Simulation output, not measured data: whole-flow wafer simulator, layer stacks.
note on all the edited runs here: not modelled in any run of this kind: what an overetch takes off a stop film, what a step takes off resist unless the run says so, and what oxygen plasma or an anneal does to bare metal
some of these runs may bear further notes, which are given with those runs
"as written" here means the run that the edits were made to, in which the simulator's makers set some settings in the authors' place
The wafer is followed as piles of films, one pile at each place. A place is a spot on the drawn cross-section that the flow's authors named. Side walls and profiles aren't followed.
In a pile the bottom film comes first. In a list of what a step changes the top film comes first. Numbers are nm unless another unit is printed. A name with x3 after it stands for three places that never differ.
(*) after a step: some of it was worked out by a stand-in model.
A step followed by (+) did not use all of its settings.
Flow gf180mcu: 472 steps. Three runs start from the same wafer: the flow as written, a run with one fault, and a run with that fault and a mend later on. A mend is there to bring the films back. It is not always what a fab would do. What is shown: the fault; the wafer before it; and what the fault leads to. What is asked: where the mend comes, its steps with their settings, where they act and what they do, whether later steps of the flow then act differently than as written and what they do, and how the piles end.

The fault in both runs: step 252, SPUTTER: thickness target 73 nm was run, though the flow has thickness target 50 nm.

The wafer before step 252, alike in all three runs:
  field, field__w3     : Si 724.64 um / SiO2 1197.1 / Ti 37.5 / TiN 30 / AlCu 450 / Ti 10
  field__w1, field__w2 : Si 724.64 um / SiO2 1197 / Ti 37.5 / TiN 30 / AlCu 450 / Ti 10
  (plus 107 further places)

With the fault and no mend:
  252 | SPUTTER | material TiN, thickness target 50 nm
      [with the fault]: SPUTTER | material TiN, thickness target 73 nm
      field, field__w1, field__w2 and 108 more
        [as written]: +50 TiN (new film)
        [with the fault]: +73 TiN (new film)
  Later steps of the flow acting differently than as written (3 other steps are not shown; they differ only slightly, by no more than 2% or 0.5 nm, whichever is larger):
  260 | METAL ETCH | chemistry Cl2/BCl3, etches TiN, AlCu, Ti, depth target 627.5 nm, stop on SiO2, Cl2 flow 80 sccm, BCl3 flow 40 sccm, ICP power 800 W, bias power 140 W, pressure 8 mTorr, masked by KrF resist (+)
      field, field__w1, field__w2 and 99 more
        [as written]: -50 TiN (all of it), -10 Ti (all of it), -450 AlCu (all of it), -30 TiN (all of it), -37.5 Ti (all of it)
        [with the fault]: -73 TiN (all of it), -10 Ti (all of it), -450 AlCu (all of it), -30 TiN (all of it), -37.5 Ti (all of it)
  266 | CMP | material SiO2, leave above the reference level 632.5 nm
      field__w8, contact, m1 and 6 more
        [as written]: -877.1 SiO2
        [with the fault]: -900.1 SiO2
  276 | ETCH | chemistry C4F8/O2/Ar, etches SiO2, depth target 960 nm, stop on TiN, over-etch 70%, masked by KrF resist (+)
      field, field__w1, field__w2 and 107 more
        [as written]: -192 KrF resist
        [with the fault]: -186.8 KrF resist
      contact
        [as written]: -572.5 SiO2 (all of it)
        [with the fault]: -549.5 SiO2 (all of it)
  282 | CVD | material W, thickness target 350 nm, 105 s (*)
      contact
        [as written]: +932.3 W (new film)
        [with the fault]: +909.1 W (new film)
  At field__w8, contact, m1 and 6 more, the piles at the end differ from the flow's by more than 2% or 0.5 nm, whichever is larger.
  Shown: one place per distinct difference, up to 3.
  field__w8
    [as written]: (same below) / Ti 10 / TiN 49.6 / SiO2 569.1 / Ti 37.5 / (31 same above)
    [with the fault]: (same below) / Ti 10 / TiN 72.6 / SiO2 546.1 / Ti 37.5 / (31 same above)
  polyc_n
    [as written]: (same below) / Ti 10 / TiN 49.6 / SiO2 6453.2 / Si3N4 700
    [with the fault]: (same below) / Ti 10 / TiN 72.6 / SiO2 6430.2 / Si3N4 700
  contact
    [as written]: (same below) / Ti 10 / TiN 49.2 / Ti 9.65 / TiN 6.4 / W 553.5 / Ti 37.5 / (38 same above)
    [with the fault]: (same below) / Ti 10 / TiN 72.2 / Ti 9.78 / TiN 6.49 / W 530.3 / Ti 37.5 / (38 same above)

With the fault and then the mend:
  The mend follows step 259.
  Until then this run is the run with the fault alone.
  259a | STRIP | chemistry O2/N2, power 2160 W, pressure 1700 mTorr (*)
      field__w8, contact, m1 and 6 more
        -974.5 KrF resist (all of it)
  259b | METAL ETCH | chemistry Cl2/BCl3, etches TiN, AlCu, Ti, depth target 23 nm, Cl2 flow 80 sccm, BCl3 flow 40 sccm, ICP power 800 W, bias power 140 W, pressure 8 mTorr
      field, field__w1, field__w2 and 108 more
        -23 TiN
  259c | HMDS | 120 C, 60 s (the flow's step 254 again)
      alters no film at any place that is followed
  259d | COAT | KrF resist, thickness 1000 nm (the flow's step 255 again)
      field, field__w1, field__w2 and 108 more
        +1000 KrF resist (new film)
  259e | SOFTBAKE | KrF resist (the flow's step 256 again)
      alters no film at any place that is followed
  259f | EXPOSE | photomask Metal1 (the flow's step 257 again)
      alters no film at any place that is followed
  259g | PEB | KrF resist, 135 C, 90 s (the flow's step 258 again)
      field, field__w1, field__w2 and 108 more
        -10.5 KrF resist
  259h | DEVELOP | thickness 1000 nm, 60 s (the flow's step 259 again)
      field, field__w1, field__w2 and 99 more
        -989.5 KrF resist (all of it)
      field__w8, contact, m1 and 6 more
        -14.9 KrF resist
  Later steps of the flow that are run all act as written at every place that is followed.
  At every place that both follow, the piles at the end match the flow's.
